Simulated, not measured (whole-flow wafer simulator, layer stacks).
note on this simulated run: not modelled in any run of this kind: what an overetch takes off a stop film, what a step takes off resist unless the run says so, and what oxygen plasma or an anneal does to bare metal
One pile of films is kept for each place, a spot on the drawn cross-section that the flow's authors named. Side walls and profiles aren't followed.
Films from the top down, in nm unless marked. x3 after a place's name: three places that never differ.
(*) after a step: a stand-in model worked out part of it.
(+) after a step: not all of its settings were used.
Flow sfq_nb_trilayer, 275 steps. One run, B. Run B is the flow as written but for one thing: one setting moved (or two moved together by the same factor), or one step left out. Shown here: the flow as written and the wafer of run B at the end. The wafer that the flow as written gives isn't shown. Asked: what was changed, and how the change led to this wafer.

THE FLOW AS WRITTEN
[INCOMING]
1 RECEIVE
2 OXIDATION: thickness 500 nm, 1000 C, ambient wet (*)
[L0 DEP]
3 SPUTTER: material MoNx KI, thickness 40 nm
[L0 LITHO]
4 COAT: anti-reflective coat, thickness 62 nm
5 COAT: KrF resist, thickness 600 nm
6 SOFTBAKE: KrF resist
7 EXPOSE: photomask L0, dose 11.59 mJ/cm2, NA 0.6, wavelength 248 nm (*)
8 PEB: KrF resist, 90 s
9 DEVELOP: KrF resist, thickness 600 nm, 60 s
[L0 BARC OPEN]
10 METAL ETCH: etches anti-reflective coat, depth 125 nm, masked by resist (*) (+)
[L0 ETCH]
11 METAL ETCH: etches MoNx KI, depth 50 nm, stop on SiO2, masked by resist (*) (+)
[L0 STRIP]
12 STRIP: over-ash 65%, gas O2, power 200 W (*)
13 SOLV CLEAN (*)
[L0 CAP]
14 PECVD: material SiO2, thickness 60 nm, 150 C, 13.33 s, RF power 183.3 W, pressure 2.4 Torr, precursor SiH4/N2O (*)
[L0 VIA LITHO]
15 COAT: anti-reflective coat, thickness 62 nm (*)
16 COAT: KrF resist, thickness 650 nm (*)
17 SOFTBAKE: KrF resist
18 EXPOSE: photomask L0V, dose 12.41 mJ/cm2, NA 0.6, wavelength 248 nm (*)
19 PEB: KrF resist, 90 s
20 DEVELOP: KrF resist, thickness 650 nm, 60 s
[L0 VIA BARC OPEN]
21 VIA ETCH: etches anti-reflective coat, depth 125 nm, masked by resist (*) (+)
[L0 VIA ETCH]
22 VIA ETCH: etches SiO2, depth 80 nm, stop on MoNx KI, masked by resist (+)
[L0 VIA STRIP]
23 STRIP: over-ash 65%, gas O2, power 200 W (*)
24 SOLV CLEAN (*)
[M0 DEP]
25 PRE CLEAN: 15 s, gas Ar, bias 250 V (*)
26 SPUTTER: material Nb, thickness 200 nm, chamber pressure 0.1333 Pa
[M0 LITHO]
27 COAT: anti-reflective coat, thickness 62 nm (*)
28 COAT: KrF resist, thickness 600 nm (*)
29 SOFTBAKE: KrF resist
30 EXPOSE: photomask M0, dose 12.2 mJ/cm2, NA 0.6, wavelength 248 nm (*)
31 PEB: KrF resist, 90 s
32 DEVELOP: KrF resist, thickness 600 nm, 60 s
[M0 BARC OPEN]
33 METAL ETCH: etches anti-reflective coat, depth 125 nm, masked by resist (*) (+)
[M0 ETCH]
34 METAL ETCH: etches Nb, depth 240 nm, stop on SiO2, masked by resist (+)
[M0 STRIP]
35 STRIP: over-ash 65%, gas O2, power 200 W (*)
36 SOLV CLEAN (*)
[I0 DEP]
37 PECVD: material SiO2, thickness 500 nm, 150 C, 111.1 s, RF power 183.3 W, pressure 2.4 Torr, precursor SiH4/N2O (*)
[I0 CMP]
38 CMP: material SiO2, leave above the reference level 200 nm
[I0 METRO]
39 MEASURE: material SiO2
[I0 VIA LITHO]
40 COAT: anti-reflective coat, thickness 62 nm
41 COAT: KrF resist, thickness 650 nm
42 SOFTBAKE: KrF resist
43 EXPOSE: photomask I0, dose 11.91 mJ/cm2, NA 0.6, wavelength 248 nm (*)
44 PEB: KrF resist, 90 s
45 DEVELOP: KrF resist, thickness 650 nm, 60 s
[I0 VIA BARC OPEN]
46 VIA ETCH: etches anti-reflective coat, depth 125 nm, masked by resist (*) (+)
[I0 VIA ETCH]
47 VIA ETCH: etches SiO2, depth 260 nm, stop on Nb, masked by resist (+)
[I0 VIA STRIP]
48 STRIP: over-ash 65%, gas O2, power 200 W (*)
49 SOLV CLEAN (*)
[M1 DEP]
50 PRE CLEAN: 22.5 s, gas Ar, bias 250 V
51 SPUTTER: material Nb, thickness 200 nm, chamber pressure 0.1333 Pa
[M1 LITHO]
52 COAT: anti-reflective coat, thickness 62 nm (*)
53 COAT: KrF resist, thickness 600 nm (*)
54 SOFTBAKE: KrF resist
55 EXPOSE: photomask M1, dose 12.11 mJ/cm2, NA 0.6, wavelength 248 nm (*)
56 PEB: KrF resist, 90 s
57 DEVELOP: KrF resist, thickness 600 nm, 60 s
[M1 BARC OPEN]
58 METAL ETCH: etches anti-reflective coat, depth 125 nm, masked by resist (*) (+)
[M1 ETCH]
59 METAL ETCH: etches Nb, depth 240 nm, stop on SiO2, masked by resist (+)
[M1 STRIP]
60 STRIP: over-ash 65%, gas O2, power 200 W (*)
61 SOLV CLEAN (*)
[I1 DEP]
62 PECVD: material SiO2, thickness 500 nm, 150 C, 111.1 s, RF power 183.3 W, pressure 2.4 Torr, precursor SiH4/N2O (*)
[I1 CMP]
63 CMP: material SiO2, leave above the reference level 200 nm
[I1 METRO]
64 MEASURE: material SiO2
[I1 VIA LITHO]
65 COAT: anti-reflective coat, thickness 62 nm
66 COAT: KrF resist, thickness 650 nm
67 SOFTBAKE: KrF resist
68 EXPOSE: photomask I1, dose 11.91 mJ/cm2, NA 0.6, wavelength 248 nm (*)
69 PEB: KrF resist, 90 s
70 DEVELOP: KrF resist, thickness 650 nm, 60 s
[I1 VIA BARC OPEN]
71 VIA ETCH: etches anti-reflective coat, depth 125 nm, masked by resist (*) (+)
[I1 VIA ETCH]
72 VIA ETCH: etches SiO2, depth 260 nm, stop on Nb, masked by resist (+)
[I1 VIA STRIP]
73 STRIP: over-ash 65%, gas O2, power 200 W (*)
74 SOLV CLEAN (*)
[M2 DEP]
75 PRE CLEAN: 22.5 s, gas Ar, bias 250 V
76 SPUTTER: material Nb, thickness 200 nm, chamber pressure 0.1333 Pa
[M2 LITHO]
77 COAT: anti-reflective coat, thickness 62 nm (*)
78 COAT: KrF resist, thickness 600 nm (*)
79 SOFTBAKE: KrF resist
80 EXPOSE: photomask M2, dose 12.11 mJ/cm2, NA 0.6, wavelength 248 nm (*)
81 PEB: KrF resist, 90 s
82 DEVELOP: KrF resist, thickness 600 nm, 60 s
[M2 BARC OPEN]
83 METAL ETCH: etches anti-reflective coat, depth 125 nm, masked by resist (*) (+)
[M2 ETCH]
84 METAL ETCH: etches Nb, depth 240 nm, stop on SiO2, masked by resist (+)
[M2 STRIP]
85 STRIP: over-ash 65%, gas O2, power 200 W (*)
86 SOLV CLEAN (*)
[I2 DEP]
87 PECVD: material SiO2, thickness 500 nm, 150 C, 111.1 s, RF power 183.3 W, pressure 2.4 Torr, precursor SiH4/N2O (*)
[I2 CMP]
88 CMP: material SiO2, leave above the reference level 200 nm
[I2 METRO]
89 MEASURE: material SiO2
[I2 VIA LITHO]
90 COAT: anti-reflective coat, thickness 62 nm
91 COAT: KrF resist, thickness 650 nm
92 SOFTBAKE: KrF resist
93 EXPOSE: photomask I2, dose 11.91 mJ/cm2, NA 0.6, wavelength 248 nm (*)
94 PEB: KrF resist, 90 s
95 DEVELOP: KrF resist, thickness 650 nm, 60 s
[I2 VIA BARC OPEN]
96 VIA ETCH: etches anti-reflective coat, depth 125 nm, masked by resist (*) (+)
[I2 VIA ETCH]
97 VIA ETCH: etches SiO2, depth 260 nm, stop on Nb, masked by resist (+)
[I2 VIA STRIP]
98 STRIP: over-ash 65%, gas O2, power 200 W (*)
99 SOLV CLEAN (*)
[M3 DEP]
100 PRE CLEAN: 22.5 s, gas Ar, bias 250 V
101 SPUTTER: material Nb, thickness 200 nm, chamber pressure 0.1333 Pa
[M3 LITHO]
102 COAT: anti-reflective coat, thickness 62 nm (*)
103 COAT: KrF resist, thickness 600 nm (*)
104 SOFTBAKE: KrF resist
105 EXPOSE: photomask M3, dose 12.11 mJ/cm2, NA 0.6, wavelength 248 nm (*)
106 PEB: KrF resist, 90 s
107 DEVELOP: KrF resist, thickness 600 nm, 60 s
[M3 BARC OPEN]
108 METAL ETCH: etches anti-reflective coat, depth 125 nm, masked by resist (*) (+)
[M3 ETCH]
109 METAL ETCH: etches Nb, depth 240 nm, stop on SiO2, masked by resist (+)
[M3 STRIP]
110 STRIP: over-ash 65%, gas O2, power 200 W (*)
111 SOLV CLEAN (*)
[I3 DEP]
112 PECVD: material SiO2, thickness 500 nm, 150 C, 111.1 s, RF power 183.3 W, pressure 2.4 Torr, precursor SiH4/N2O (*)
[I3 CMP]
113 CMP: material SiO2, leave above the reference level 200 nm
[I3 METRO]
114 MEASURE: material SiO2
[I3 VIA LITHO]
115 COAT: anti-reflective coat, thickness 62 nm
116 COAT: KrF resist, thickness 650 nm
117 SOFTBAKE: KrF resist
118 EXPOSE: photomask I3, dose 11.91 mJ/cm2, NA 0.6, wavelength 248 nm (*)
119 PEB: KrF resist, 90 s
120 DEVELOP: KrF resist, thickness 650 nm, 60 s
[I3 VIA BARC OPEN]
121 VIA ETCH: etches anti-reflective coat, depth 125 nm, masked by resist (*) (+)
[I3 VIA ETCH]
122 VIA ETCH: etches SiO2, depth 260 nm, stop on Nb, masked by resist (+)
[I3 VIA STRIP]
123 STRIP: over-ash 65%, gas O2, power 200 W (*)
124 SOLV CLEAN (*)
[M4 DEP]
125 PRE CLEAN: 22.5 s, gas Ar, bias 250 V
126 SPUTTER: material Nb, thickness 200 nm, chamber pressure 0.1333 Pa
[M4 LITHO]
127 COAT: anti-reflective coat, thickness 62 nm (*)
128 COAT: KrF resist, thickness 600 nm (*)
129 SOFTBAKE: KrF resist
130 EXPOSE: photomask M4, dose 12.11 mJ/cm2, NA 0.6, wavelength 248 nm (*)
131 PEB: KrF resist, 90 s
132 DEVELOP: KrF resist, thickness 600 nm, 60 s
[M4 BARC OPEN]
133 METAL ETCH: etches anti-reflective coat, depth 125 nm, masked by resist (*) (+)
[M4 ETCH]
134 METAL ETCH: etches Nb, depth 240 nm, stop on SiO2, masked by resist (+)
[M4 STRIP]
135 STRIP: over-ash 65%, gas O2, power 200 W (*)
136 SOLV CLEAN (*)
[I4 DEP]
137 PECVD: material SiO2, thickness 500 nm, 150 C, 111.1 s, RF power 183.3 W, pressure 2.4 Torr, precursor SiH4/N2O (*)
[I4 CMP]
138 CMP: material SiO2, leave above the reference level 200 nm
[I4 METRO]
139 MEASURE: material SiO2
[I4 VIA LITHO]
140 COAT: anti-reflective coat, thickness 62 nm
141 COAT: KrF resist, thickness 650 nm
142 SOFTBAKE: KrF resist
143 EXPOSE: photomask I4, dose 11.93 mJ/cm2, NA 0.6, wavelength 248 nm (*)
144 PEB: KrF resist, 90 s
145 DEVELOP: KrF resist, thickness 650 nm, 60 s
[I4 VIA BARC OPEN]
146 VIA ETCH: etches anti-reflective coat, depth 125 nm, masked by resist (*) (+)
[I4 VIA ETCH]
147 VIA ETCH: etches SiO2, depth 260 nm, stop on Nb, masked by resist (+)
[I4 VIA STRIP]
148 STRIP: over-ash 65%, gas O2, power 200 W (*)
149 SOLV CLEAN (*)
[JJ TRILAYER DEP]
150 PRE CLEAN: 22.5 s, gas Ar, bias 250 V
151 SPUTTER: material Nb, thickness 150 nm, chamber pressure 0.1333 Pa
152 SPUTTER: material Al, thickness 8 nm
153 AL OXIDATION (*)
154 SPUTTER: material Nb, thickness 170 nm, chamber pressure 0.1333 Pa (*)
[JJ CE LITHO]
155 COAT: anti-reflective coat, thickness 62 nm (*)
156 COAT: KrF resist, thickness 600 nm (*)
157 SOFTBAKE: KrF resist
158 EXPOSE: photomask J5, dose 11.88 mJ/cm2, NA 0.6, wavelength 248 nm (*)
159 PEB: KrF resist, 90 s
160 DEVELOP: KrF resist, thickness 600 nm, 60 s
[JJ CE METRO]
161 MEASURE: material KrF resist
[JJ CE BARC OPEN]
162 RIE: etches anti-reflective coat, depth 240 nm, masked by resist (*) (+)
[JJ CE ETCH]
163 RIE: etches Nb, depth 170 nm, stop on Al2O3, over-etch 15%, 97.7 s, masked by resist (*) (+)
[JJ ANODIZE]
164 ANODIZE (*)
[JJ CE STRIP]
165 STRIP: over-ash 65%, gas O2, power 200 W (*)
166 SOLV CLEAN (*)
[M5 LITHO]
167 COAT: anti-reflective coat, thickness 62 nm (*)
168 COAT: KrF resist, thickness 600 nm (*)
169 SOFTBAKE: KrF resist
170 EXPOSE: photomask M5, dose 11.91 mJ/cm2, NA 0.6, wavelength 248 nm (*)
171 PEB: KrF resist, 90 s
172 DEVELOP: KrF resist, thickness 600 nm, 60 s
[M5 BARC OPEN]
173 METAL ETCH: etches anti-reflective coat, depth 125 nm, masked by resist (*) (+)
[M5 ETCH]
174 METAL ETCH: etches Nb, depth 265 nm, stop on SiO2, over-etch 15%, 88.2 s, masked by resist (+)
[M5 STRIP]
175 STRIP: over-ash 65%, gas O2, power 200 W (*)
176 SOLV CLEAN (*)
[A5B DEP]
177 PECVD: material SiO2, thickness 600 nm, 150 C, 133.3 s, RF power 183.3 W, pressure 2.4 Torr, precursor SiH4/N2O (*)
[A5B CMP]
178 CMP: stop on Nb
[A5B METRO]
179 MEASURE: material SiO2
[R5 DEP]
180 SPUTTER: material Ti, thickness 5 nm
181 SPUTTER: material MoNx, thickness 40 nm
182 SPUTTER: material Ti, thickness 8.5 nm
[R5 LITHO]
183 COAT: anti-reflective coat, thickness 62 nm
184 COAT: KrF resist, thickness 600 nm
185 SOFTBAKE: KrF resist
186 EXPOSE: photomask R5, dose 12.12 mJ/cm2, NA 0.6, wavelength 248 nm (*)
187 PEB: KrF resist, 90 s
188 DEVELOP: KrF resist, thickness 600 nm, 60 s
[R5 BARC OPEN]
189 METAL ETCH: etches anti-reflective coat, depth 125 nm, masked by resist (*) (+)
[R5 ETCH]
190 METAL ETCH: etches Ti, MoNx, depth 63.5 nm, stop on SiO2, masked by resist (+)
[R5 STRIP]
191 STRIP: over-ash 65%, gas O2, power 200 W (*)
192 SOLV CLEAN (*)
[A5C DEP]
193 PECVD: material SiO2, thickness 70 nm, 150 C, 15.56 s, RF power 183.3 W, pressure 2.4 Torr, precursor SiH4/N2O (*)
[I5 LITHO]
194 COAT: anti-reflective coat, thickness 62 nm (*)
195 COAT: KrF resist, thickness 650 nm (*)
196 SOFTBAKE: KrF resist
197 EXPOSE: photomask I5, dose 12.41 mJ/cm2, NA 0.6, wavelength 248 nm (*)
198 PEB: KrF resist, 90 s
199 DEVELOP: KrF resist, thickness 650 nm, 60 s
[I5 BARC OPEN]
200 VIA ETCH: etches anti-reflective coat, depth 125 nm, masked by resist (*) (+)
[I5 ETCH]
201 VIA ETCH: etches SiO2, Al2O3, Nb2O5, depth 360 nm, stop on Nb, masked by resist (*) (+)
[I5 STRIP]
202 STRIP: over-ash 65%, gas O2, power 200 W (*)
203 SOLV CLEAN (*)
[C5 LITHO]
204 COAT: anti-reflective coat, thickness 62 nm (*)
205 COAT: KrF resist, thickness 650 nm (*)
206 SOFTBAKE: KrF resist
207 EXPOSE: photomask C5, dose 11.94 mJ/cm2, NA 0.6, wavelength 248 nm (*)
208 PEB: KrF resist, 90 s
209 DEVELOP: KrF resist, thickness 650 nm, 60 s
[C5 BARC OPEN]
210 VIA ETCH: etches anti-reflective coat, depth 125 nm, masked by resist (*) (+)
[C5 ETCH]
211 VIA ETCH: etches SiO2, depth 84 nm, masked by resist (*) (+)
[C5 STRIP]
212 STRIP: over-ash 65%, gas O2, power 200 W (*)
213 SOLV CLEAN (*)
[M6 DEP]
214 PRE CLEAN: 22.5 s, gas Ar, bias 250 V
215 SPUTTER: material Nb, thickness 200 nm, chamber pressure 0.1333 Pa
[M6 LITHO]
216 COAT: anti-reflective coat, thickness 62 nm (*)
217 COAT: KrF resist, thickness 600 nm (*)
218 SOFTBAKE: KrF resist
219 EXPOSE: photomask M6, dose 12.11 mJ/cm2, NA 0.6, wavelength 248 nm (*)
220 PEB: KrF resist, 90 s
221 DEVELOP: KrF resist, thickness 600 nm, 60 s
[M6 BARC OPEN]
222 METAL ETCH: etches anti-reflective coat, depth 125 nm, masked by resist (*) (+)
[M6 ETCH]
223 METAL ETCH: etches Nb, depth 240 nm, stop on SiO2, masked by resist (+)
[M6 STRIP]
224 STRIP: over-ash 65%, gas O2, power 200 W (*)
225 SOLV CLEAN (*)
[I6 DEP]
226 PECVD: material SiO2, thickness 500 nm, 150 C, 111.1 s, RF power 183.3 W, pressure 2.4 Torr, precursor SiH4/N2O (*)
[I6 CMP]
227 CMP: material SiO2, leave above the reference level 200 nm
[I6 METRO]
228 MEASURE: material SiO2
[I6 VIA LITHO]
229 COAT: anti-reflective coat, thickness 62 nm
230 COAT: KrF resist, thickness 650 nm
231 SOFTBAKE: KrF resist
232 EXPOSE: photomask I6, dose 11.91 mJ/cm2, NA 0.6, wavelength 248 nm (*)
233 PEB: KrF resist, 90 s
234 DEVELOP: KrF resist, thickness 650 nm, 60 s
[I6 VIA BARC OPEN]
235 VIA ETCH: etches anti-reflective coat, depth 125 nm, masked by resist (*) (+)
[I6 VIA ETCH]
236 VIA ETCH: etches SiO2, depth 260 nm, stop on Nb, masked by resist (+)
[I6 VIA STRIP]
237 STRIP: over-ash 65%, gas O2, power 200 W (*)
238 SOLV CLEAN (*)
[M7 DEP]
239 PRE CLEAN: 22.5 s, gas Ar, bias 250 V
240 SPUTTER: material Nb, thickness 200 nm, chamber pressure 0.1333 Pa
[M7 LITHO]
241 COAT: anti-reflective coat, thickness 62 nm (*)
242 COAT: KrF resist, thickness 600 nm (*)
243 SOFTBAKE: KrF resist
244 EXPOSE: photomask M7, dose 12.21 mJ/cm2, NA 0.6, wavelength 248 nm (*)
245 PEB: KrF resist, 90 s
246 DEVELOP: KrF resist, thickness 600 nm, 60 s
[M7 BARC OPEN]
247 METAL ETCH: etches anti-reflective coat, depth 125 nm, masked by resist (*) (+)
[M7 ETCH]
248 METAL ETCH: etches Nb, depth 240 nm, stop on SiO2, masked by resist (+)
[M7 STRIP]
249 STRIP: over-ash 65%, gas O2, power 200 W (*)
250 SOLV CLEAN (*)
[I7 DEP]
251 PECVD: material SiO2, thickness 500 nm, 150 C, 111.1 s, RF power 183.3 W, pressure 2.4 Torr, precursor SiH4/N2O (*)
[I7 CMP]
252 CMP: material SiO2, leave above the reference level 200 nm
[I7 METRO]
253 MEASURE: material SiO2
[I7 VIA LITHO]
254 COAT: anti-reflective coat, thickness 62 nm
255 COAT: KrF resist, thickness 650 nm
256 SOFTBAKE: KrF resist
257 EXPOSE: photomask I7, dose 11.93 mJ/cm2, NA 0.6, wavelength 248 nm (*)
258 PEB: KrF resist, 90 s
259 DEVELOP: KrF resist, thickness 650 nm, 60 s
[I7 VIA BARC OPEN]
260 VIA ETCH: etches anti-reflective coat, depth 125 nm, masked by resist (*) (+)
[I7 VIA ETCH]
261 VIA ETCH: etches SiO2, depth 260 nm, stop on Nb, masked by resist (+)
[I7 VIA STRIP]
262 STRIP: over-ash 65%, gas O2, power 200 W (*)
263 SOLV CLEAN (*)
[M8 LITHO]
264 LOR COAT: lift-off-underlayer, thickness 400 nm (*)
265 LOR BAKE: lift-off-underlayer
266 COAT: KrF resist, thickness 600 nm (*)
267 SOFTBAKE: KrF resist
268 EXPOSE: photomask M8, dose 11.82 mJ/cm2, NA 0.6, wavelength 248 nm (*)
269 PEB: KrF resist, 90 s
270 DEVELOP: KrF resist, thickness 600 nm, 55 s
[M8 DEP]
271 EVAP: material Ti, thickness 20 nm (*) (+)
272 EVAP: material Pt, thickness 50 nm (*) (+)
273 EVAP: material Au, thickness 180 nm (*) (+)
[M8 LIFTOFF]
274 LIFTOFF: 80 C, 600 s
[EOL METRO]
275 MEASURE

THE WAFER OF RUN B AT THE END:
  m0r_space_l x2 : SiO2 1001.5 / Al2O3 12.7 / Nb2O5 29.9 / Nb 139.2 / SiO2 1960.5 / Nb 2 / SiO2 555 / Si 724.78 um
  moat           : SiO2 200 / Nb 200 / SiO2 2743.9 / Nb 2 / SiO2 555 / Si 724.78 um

The cause: step 34, METAL ETCH: depth 198 nm was run, where the flow has depth 240 nm.

How the change led to this, step by step:
  34 METAL ETCH: etches Nb, depth 240 nm, stop on SiO2, masked by resist (+)
      moat, m0r_space_l x2: Nb -198 (as written it would be: Nb -200 (all of it))
      field_l, v_sur, via_wl and 100 more: KrF resist -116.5 (as written it would be: KrF resist -141.2)
  35 STRIP: over-ash 65%, gas O2, power 200 W (*)
      p4_fl, p4_fm, p4_w1 and 68 more: KrF resist -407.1 (all of it), anti-reflective coat -62 (all of it) (as written it would be: KrF resist -382.4 (all of it), anti-reflective coat -62 (all of it))
      ce_r, sp_r, be_r, r_sur: KrF resist -413.7 (all of it), anti-reflective coat -63.6 (all of it) (as written it would be: KrF resist -389 (all of it), anti-reflective coat -63.6 (all of it))
      (and at 28 more places)
  37 PECVD: material SiO2, thickness 500 nm, 150 C, 111.1 s, RF power 183.3 W, pressure 2.4 Torr, precursor SiH4/N2O (*)
      moat, m0r_space_l x2: SiO2 +555.1 (new film) (as written it would be: SiO2 +557.1)
Counting metal films that touch as one body, m0r_space_l x2 has 2 bodies (between them, from the top down: SiO2 1960.5); the flow as written gives 1 body.
Counting metal films that touch as one body, moat has 2 bodies (between them, from the top down: SiO2 2743.9); the flow as written gives 1 body.
